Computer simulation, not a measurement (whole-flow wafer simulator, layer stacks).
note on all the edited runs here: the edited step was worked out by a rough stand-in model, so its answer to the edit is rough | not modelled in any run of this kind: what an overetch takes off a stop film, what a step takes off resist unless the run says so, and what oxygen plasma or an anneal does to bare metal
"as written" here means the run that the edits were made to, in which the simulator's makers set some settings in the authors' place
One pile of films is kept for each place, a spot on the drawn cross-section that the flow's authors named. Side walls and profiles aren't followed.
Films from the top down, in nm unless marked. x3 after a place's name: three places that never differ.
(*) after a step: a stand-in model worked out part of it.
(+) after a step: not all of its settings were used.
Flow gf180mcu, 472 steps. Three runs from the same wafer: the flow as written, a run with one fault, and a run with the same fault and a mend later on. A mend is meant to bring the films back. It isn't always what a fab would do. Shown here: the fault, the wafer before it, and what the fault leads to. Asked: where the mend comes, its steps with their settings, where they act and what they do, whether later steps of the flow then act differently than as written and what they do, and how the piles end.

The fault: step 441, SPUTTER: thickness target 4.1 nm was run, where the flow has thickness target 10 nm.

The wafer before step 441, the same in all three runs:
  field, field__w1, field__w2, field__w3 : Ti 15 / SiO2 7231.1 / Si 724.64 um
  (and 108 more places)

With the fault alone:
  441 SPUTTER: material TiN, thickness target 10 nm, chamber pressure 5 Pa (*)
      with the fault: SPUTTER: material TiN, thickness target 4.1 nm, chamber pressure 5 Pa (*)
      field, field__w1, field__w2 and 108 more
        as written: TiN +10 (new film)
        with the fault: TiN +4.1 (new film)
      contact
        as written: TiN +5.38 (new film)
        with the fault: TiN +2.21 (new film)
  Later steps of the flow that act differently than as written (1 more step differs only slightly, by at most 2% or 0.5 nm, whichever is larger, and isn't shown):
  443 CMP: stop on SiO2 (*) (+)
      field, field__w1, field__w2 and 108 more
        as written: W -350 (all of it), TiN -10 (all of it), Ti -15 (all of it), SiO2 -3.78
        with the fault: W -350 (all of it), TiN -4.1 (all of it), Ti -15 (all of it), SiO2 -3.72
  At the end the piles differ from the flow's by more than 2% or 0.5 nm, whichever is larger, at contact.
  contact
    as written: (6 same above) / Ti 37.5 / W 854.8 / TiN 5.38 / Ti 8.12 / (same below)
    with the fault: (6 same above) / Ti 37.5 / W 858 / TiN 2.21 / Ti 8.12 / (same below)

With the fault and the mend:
  The mend comes after step 441.
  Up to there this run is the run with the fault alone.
  441a SPUTTER: material TiN, thickness target 5.9 nm, chamber pressure 5 Pa (*) (the flow's step 441 once more, with other settings)
      field, field__w1, field__w2 and 108 more
        TiN +5.9
      contact
        TiN +3.17
  No later step of the flow acts differently than as written at any place that is followed.
  At the end the piles are the same as the flow's at every place that both follow.
